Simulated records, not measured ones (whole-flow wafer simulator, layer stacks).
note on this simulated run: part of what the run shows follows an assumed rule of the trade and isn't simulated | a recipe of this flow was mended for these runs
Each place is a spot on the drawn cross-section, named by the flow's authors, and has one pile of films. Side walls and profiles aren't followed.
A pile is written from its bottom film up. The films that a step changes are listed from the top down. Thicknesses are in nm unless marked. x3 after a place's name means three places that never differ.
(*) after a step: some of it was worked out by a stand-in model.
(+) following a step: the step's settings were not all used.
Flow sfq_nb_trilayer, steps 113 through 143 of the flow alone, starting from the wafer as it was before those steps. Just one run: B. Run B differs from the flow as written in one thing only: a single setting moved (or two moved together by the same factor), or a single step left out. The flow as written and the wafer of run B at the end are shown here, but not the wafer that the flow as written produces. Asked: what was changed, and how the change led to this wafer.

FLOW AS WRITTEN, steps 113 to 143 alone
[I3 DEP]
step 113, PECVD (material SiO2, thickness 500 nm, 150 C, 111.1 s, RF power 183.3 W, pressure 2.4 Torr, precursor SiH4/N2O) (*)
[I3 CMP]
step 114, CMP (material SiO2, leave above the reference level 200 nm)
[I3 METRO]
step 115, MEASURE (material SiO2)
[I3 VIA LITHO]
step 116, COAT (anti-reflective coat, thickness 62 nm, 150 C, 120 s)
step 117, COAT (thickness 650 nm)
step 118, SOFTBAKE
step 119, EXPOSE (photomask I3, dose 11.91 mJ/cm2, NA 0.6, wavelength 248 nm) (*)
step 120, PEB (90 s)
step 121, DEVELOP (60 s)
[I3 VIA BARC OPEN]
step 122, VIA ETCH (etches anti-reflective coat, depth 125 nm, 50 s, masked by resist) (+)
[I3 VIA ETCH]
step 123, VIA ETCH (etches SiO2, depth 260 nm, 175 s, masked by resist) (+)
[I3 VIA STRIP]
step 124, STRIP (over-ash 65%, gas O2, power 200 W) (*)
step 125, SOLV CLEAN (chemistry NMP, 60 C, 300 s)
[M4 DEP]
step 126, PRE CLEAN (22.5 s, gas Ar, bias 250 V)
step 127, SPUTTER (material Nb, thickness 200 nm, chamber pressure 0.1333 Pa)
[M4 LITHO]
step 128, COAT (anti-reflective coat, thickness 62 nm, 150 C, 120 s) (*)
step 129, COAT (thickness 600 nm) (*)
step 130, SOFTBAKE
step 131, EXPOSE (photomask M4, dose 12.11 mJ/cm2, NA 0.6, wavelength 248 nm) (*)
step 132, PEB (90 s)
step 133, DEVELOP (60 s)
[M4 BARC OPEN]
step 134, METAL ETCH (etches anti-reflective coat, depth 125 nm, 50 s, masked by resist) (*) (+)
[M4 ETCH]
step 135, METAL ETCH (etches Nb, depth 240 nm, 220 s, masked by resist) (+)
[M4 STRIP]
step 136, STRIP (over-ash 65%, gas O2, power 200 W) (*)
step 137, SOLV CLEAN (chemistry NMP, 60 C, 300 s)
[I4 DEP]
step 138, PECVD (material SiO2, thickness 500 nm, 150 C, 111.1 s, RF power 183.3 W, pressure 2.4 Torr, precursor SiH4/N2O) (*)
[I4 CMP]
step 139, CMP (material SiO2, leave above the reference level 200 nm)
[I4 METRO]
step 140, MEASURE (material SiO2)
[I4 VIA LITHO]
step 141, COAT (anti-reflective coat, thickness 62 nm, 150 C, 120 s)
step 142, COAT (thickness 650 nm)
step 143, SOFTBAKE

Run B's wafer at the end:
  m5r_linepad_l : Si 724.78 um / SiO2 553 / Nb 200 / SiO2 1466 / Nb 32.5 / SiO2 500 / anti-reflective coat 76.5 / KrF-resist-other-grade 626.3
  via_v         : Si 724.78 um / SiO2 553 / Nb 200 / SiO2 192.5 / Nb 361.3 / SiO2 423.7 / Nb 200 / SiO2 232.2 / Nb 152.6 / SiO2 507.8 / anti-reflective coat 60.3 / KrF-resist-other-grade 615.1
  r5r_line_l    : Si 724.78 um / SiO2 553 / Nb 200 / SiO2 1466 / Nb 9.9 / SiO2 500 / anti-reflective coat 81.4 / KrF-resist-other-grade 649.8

What caused this: step 114, CMP: material SiO2, leave above the reference level 200 nm, was not run.

The path from the change to this, step by step:
  step 116, COAT (anti-reflective coat, thickness 62 nm, 150 C, 120 s)
      m0r_line_l x3, m0r_line_r x3: anti-reflective coat gains 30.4 (new film) (in the flow as written it would be: anti-reflective coat gains 62 (new film))
      m0r_space_l, m0r_space_r, m6r_space_l x2, m6r_space_r x2: anti-reflective coat gains 107.5 (new film) (in the flow as written it would be: anti-reflective coat gains 62 (new film))
      (also at 91 further places)
  step 117, COAT (thickness 650 nm)
      m0r_line_l x3, m0r_line_r x3: KrF-resist-other-grade gains 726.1 (new film) (in the flow as written it would be: KrF-resist-other-grade gains 650 (new film))
      c5j, r_end, lsp_l: KrF-resist-other-grade gains 668 (new film) (in the flow as written it would be: KrF-resist-other-grade gains 650 (new film))
      (also at 87 further places)
  step 121, DEVELOP (60 s)
      via_v: KrF-resist-other-grade loses 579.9 (all of it) (in the flow as written it would be: KrF-resist-other-grade loses 648.6 (all of it))
  step 122, VIA ETCH (etches anti-reflective coat, depth 125 nm, 50 s, masked by resist) (+)
      via_v: anti-reflective coat loses 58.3 (all of it), SiO2 loses 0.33 (in the flow as written it would be: anti-reflective coat loses 62 (all of it), SiO2 loses 0.31)
  step 123, VIA ETCH (etches SiO2, depth 260 nm, 175 s, masked by resist) (+)
      via_v: SiO2 loses 260 (in the flow as written it would be: SiO2 loses 199.7 (all of it), Nb loses 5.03)
  step 124, STRIP (over-ash 65%, gas O2, power 200 W) (*)
      m0r_line_l x3, m0r_line_r x3: KrF-resist-other-grade loses 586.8 (all of it), anti-reflective coat loses 30.4 (all of it) (in the flow as written it would be: KrF-resist-other-grade loses 510.8 (all of it), anti-reflective coat loses 62 (all of it))
      m0r_space_l, m0r_space_r, m6r_space_l x2, m6r_space_r x2: KrF-resist-other-grade loses 522.7 (all of it), anti-reflective coat loses 107.5 (all of it) (in the flow as written it would be: KrF-resist-other-grade loses 510.8 (all of it), anti-reflective coat loses 62 (all of it))
      (also at 93 further places)
  step 126, PRE CLEAN (22.5 s, gas Ar, bias 250 V)
      via_v: SiO2 loses 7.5 (in the flow as written it would be: Nb loses 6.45)
  step 127, SPUTTER (material Nb, thickness 200 nm, chamber pressure 0.1333 Pa)
      via_v: Nb gains 152.6 (new film) (in the flow as written it would be: Nb gains 164.5)
      via_w: Nb gains 183.4 (new film) (in the flow as written it would be: Nb gains 200 (new film))
  step 128, COAT (anti-reflective coat, thickness 62 nm, 150 C, 120 s) (*)
      r_sur, moat, field_r: anti-reflective coat gains 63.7 (new film) (in the flow as written it would be: anti-reflective coat gains 62.2 (new film))
      ln_m5, lsp_m, ln_m6: anti-reflective coat gains 63.6 (new film) (in the flow as written it would be: anti-reflective coat gains 62.3 (new film))
      (also at 94 further places)
  step 129, COAT (thickness 600 nm) (*)
      m0r_line_l x3: KrF-resist-other-grade gains 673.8 (new film) (in the flow as written it would be: KrF-resist-other-grade gains 600 (new film))
      m0r_space_r, m6r_space_r x2: KrF-resist-other-grade gains 613 (new film) (in the flow as written it would be: KrF-resist-other-grade gains 600 (new film))
      (also at 93 further places)
  step 133, DEVELOP (60 s)
      m0r_line_l x3: KrF-resist-other-grade loses 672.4 (all of it) (in the flow as written it would be: KrF-resist-other-grade loses 598.7 (all of it))
      m0r_space_r, m6r_space_r x2: KrF-resist-other-grade loses 611.7 (all of it) (in the flow as written it would be: KrF-resist-other-grade loses 598.7 (all of it))
      (also at 55 further places)
  step 134, METAL ETCH (etches anti-reflective coat, depth 125 nm, 50 s, masked by resist) (*) (+)
      wl_f_sl, m5r_linepad_l, m5r_linepad_r, r5r_line_l, r5r_spacepad_l, r5r_spacepad_r, m8r_pad_l, m8r_pad_r: anti-reflective coat loses 125 (in the flow as written it would be: anti-reflective coat loses 62 (all of it))
      field_l: anti-reflective coat loses 125 (in the flow as written it would be: anti-reflective coat loses 61.6 (all of it))
      (also at 53 further places)
  step 135, METAL ETCH (etches Nb, depth 240 nm, 220 s, masked by resist) (+)
      m5r_linepad_l, m5r_linepad_r: anti-reflective coat loses 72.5 (all of it), Nb loses 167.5 (in the flow as written it would be: Nb loses 200 (all of it), SiO2 loses 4)
      r5r_spacepad_l, r5r_spacepad_r: anti-reflective coat loses 71.5 (all of it), Nb loses 168.5 (in the flow as written it would be: Nb loses 200 (all of it), SiO2 loses 4)
      (also at 5 further places)
  step 136, STRIP (over-ash 65%, gas O2, power 200 W) (*)
      v_sur: KrF-resist-other-grade loses 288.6 (all of it), anti-reflective coat loses 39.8 (all of it) (in the flow as written it would be: KrF-resist-other-grade loses 360.6 (all of it), anti-reflective coat loses 64.7 (all of it))
      via_wl: KrF-resist-other-grade loses 310.7 (all of it), anti-reflective coat loses 21.7 (all of it) (in the flow as written it would be: KrF-resist-other-grade loses 357.4 (all of it), anti-reflective coat loses 67.6 (all of it))
      (also at 37 further places)
  step 138, PECVD (material SiO2, thickness 500 nm, 150 C, 111.1 s, RF power 183.3 W, pressure 2.4 Torr, precursor SiH4/N2O) (*)
      m5r_linepad_l, m5r_linepad_r, r5r_line_l, r5r_spacepad_l, r5r_spacepad_r, m8r_pad_l, m8r_pad_r: SiO2 gains 500 (new film) (in the flow as written it would be: SiO2 gains 500)
      p3_s0, p3_s1, p3_s2, p3_s3, p3_s4, p3_s5: SiO2 gains 704 (in the flow as written it would be: SiO2 gains 561.1)
      (also at 1 further place)
  step 139, CMP (material SiO2, leave above the reference level 200 nm)
      field_l, be, be_sur and 55 more: nothing (in the flow as written it would be: SiO2 loses 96)
      lsp_r, l0_sur, l0v: nothing (in the flow as written it would be: SiO2 loses 87.7)
      (also at 10 further places)
  ... and 1 more step ...
  step 142, COAT (thickness 650 nm)
      m0r_line_l x3: KrF-resist-other-grade gains 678 (new film) (in the flow as written it would be: KrF-resist-other-grade gains 650 (new film))
      m0r_line_r x3: KrF-resist-other-grade gains 677.6 (new film) (in the flow as written it would be: KrF-resist-other-grade gains 650 (new film))
      (also at 50 further places)
Taking metal films that touch as one body, m5r_linepad_l has 2 bodies (between them, from the top down: SiO2 1466); the flow as written gives 1 body.
Taking metal films that touch as one body, via_v has 4 bodies (between them, from the top down: SiO2 232.2; SiO2 423.7; SiO2 192.5); the flow as written gives 3 bodies (between them, from the top down: SiO2 423.7; SiO2 192.5).
Taking metal films that touch as one body, r5r_line_l has 2 bodies (between them, from the top down: SiO2 1466); the flow as written gives 1 body.
